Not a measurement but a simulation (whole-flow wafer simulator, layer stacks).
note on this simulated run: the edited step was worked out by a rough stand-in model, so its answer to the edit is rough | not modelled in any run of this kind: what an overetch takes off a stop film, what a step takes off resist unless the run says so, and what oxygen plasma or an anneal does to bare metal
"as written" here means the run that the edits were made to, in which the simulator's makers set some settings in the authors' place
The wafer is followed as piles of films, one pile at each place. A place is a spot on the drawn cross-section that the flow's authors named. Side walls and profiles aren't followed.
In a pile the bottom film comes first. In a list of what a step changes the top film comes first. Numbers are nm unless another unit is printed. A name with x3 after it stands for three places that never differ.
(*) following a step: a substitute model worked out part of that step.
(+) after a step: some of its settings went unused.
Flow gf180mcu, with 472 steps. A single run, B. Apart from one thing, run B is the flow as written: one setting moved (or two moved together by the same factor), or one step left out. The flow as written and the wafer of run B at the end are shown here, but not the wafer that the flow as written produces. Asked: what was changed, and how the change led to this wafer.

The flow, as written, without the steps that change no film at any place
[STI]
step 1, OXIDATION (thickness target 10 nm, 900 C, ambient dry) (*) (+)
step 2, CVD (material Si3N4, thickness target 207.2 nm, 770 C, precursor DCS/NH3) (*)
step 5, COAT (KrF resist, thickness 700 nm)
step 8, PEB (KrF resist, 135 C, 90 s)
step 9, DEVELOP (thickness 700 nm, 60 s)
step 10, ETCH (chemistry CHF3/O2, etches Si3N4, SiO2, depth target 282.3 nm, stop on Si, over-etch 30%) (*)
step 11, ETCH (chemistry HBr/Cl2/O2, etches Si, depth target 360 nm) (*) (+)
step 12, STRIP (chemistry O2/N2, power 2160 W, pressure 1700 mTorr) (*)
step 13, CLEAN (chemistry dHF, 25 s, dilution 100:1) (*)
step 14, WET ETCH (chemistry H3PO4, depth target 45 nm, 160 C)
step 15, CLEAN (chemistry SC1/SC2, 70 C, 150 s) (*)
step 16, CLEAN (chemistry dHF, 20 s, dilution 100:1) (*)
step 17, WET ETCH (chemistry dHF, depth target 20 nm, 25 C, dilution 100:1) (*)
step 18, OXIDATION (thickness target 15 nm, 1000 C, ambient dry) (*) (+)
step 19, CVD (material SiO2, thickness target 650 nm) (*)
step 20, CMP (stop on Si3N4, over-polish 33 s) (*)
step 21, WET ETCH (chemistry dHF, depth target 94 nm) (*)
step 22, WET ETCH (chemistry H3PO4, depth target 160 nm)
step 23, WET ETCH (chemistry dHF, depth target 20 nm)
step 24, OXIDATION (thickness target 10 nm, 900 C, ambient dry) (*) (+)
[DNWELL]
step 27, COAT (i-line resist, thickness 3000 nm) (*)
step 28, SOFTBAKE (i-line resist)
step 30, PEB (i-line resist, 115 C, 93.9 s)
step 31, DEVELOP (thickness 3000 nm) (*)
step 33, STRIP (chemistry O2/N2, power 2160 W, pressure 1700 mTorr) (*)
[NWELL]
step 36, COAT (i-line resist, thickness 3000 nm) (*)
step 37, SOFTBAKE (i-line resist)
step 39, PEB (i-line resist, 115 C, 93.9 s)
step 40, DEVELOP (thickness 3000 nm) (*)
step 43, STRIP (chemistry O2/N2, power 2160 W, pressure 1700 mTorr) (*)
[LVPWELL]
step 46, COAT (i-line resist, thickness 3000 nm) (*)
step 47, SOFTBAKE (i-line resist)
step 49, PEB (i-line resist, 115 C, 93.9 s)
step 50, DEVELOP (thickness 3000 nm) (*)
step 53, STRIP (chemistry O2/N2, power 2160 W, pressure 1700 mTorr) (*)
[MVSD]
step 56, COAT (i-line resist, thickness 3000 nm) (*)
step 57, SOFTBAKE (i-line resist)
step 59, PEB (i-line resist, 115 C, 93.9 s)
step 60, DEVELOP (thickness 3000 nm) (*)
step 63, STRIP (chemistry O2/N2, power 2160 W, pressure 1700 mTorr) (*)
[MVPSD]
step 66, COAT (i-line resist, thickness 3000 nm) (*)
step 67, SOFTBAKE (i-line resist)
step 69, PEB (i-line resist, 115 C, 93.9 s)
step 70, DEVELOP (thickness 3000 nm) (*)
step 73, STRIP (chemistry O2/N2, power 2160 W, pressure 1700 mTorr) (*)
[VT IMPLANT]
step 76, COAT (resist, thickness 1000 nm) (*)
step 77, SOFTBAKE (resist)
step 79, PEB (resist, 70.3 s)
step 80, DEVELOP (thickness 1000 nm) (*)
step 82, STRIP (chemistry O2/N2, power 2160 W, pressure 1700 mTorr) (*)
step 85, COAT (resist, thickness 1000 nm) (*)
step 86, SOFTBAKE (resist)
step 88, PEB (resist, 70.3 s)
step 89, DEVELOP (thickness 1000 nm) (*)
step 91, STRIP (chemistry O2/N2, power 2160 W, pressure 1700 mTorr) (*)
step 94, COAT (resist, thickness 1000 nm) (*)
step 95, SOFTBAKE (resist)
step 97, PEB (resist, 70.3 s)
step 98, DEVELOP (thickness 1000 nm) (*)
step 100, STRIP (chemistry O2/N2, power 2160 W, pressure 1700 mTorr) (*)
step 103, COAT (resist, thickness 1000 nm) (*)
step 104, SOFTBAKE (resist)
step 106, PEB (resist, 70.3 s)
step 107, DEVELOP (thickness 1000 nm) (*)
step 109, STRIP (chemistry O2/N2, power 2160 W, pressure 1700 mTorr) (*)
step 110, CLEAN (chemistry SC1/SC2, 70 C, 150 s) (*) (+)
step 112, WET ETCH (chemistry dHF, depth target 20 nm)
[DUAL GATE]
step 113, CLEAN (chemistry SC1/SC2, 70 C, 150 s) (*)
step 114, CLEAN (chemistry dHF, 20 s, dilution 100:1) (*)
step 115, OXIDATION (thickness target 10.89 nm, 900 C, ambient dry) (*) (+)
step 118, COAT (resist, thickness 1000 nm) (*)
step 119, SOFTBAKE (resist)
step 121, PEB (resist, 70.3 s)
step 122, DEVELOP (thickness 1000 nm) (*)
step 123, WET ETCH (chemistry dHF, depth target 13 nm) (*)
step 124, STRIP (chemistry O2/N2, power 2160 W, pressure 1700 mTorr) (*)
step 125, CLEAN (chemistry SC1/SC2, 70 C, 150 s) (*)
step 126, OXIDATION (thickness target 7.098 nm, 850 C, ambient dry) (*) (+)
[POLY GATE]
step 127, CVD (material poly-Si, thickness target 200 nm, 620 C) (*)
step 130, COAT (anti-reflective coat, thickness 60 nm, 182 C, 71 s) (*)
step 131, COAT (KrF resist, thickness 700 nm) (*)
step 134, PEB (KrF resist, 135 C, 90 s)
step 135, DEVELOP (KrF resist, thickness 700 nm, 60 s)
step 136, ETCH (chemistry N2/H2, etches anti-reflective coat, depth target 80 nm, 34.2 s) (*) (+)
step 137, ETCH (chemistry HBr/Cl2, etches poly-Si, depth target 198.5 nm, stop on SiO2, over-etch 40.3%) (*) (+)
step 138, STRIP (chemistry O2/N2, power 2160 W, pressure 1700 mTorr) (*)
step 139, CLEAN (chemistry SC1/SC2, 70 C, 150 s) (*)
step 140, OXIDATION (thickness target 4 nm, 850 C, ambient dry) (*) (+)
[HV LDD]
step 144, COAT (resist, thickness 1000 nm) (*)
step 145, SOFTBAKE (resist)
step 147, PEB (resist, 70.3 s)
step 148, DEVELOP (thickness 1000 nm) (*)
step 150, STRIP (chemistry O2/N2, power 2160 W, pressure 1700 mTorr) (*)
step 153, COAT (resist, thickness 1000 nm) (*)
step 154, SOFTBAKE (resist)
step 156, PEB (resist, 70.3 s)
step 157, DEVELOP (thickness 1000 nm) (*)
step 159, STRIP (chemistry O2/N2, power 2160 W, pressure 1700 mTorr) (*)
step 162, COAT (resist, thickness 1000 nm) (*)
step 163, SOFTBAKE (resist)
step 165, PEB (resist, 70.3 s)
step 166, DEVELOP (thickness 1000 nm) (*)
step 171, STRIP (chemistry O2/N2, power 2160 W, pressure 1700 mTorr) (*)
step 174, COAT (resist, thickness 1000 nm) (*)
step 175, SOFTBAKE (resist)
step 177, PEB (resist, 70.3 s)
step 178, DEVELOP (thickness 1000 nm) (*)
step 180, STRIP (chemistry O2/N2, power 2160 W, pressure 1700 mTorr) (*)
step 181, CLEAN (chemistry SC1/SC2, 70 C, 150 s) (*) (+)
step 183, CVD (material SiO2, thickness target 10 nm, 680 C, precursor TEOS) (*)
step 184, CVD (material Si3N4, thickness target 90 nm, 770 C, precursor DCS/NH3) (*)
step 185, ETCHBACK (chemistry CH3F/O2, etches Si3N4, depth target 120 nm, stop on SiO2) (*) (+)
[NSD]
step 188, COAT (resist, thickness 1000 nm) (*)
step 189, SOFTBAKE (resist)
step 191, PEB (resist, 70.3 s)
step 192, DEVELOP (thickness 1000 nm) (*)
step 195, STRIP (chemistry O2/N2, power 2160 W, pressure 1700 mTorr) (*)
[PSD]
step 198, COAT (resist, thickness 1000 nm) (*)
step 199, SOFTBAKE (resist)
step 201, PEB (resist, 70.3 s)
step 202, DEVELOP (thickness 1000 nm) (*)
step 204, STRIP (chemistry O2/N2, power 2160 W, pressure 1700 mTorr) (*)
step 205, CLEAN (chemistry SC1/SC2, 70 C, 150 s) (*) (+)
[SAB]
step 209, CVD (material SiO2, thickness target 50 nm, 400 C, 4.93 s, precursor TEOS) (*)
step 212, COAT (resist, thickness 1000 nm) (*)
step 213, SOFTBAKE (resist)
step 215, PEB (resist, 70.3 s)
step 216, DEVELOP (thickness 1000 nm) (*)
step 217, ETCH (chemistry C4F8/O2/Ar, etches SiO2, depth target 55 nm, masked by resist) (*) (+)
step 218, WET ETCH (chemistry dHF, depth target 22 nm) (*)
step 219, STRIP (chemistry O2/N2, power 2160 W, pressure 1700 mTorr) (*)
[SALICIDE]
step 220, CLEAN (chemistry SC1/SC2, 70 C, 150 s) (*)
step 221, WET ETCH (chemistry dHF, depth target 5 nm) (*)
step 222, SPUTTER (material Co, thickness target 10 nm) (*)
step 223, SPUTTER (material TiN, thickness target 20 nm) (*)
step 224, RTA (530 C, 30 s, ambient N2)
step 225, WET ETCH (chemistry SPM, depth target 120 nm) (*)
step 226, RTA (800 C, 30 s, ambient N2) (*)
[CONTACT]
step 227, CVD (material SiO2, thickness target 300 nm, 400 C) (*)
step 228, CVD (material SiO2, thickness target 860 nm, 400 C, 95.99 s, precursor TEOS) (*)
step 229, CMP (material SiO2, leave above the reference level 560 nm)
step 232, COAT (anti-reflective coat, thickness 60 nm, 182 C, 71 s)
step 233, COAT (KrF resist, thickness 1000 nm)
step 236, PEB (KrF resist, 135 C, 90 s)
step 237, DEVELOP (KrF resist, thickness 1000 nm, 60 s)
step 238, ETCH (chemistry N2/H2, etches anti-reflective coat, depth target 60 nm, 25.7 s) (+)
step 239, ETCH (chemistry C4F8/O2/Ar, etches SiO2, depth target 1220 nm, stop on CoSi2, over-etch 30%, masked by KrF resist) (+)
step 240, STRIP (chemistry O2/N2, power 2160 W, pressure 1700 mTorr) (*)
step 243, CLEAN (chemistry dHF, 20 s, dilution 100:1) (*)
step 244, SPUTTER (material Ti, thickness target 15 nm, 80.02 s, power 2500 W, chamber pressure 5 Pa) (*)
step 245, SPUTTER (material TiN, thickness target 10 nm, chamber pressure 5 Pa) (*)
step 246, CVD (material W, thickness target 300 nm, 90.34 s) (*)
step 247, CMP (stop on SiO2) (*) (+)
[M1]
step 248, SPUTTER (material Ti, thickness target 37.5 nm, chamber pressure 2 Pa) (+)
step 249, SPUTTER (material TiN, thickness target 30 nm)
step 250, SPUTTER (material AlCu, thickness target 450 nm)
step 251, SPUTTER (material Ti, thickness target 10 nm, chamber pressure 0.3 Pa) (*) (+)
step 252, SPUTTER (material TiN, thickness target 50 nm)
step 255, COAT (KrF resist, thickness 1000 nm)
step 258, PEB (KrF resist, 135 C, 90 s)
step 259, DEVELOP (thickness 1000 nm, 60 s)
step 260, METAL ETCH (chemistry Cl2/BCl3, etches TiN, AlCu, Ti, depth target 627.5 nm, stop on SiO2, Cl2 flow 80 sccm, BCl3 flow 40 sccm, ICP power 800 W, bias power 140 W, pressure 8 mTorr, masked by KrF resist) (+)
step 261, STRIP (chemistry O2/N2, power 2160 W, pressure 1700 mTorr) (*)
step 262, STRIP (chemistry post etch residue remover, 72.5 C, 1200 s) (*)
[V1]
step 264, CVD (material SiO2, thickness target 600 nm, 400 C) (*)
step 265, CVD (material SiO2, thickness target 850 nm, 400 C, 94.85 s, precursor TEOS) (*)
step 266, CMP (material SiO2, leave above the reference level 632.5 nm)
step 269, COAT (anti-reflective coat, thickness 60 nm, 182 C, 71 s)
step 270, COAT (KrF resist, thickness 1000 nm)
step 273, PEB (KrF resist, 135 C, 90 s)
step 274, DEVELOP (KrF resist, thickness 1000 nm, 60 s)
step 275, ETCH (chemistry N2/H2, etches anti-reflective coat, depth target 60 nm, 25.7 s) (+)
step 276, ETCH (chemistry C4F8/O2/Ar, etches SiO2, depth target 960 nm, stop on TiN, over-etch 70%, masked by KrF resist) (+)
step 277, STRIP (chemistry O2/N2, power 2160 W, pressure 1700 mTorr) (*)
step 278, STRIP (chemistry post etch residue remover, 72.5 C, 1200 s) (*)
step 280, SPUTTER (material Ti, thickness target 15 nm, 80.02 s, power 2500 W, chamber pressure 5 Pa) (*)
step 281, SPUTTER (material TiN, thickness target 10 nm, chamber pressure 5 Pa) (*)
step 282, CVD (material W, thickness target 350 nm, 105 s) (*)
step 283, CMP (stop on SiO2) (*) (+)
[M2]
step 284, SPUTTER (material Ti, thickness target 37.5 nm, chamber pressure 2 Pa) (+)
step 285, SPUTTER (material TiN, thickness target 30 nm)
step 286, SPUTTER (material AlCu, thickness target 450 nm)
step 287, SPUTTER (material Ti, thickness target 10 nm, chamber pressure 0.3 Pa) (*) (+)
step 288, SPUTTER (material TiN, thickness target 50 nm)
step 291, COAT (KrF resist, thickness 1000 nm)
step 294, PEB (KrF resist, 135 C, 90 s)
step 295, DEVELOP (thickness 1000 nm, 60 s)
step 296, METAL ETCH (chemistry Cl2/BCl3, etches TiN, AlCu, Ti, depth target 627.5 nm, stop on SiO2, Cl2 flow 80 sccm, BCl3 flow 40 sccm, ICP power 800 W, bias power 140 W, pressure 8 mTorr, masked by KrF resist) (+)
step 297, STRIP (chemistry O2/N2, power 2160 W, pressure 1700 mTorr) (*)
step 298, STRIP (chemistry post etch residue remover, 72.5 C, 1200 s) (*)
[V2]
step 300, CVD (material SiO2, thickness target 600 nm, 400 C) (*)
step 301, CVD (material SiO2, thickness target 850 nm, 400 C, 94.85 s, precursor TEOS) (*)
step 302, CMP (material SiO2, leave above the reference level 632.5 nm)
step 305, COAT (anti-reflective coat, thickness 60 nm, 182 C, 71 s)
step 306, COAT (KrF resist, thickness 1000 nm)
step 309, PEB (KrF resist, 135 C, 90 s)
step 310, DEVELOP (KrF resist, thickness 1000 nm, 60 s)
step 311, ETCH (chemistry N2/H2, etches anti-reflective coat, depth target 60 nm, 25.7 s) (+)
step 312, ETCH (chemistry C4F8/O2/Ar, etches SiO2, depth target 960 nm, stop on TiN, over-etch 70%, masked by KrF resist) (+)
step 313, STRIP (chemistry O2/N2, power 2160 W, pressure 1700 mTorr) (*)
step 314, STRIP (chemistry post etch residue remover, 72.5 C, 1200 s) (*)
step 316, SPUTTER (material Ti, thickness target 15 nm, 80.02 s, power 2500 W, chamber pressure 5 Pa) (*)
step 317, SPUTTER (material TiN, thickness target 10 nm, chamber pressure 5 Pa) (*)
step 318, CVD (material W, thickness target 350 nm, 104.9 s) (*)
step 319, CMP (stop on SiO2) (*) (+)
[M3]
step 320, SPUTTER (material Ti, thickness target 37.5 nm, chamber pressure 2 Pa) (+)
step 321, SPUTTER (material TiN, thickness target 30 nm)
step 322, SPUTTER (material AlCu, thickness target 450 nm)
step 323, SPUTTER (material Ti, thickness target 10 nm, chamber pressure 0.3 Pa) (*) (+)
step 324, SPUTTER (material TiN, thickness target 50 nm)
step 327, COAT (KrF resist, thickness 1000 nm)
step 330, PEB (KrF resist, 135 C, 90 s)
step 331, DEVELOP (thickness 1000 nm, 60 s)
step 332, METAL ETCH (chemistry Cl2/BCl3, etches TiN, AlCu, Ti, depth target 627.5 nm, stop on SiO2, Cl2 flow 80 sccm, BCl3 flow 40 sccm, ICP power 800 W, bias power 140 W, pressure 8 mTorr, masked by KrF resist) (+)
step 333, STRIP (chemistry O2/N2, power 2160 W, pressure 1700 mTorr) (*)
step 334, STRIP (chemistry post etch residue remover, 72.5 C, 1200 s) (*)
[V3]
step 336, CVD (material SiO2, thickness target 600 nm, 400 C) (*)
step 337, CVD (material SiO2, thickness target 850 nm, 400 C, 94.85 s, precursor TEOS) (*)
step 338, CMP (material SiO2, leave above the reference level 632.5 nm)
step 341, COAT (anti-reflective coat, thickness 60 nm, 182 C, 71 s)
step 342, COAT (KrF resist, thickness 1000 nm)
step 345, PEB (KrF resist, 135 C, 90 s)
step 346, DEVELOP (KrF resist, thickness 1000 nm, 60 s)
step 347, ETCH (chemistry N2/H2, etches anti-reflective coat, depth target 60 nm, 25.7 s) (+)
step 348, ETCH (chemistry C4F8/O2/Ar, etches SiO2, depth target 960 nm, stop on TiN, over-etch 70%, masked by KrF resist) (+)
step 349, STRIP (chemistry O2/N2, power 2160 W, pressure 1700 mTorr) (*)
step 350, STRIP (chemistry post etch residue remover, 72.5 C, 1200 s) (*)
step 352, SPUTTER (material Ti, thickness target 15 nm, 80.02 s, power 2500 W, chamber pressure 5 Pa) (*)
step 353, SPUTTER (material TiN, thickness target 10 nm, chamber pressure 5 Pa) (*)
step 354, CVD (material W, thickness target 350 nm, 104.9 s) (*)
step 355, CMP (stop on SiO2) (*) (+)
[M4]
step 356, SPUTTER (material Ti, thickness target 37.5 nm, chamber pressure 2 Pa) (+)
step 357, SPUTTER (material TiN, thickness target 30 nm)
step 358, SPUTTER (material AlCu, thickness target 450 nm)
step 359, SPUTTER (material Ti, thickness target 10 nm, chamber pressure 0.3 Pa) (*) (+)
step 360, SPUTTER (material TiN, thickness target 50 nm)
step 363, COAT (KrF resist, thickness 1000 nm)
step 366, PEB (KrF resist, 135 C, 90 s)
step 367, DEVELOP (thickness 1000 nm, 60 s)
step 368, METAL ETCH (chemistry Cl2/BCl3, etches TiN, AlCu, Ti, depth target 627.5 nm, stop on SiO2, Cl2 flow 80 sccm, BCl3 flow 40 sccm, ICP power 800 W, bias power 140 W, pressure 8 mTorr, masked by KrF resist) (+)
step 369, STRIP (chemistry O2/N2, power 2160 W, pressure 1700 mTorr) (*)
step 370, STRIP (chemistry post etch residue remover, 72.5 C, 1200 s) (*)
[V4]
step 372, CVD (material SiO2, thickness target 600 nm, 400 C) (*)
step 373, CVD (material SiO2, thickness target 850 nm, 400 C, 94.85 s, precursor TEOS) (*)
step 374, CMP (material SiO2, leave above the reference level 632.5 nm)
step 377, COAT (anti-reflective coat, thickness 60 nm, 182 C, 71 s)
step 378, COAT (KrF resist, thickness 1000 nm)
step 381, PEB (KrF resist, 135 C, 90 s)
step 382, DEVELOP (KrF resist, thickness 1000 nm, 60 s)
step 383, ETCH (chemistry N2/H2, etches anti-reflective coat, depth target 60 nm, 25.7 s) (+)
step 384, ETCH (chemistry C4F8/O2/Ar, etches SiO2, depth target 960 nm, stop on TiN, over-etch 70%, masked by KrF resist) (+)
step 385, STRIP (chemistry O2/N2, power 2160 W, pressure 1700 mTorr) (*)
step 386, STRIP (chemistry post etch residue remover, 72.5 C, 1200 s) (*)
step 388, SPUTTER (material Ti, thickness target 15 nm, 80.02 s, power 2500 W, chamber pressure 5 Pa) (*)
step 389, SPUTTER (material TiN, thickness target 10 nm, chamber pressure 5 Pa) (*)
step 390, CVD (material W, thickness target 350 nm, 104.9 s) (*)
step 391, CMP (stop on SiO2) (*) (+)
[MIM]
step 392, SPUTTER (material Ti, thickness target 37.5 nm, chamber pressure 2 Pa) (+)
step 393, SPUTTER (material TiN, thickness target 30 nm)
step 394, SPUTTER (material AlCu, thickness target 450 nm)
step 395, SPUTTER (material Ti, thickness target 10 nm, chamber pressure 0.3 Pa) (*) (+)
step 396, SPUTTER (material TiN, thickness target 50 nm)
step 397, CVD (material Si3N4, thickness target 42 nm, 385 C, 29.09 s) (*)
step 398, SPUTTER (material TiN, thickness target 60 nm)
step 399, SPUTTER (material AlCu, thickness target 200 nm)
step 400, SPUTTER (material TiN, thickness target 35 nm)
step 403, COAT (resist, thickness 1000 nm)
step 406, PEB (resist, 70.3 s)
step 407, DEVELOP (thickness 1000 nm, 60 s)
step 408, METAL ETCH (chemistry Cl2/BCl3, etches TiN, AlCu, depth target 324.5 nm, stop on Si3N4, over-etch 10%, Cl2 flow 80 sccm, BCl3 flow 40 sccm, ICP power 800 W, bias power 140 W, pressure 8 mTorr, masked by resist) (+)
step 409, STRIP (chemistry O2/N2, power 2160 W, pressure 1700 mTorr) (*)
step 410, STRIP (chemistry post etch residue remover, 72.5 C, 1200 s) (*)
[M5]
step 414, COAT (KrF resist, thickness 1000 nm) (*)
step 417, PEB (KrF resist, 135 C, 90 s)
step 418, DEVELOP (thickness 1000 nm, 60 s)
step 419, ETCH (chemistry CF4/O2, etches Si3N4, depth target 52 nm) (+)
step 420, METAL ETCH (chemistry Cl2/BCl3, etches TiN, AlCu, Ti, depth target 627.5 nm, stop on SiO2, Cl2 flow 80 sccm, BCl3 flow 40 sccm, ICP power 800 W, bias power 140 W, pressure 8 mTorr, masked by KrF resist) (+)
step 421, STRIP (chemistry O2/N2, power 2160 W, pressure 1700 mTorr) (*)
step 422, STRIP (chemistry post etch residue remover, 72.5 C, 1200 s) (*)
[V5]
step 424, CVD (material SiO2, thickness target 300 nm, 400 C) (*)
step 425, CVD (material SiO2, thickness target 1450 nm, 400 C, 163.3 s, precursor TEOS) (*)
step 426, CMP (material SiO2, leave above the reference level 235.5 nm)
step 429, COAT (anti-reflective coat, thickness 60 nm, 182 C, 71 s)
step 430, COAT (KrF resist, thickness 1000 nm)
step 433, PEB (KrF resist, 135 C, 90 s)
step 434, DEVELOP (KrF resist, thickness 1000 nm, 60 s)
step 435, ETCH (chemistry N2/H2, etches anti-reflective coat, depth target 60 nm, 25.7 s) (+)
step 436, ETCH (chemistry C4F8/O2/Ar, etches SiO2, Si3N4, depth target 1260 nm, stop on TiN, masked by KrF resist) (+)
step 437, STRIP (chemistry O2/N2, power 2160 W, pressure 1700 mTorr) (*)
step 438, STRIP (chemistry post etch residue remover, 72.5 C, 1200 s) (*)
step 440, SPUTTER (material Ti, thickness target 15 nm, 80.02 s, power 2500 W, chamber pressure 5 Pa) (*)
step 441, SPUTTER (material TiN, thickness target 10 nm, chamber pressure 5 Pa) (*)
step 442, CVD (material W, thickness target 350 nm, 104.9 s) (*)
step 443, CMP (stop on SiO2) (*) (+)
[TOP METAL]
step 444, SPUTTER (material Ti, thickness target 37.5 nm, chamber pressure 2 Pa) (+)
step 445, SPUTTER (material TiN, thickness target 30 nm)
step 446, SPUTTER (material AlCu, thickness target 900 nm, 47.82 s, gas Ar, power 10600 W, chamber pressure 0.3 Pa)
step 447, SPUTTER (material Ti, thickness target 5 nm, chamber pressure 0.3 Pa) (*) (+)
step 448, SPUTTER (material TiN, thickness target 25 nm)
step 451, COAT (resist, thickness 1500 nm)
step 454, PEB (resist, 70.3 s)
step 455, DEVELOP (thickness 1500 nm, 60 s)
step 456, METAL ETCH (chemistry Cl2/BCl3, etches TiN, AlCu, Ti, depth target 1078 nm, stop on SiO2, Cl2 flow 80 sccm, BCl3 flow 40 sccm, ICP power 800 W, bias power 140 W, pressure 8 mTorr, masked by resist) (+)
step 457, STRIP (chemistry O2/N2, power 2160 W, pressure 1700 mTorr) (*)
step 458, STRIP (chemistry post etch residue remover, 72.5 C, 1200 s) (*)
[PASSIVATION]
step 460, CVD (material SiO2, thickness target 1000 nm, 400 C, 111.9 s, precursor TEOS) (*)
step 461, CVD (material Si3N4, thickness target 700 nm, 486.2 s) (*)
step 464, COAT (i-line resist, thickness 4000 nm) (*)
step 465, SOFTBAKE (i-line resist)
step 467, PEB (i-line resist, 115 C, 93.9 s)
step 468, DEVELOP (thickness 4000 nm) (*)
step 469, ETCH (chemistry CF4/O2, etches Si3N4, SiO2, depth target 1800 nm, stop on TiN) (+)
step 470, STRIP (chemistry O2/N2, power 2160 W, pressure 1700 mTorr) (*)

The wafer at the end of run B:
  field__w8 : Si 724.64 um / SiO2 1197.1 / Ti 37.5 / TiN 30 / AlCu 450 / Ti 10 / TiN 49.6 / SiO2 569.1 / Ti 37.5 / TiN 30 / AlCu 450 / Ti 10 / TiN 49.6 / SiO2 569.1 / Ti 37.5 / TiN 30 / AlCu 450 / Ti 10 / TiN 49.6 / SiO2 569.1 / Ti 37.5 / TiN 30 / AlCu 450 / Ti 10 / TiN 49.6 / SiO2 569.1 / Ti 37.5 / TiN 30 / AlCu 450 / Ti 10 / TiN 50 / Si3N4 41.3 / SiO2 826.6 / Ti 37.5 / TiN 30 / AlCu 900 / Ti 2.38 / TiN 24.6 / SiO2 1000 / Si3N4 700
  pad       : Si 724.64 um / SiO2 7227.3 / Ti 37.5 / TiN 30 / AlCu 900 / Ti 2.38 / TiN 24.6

What caused this: step 447, SPUTTER: thickness target 2.38 nm was run, while the flow as written has thickness target 5 nm.
The wafer itself shows it: field__w8 has Ti 2.38, and step 447 as written asks for 5 nm.

Step by step, how the change led to this:
  step 447, SPUTTER (material Ti, thickness target 5 nm, chamber pressure 0.3 Pa) (*) (+)
      field, field__w1, field__w2 and 109 more: Ti gains 2.38 (new film) (as written it would have been: Ti gains 5 (new film))
  step 456, METAL ETCH (chemistry Cl2/BCl3, etches TiN, AlCu, Ti, depth target 1078 nm, stop on SiO2, Cl2 flow 80 sccm, BCl3 flow 40 sccm, ICP power 800 W, bias power 140 W, pressure 8 mTorr, masked by resist) (+)
      field, field__w1, field__w2 and 103 more: TiN loses 25 (all of it), Ti loses 2.38 (all of it), AlCu loses 900 (all of it), TiN loses 30 (all of it), Ti loses 37.5 (all of it) (as written it would have been: TiN loses 25 (all of it), Ti loses 5 (all of it), AlCu loses 900 (all of it), TiN loses 30 (all of it), Ti loses 37.5 (all of it))
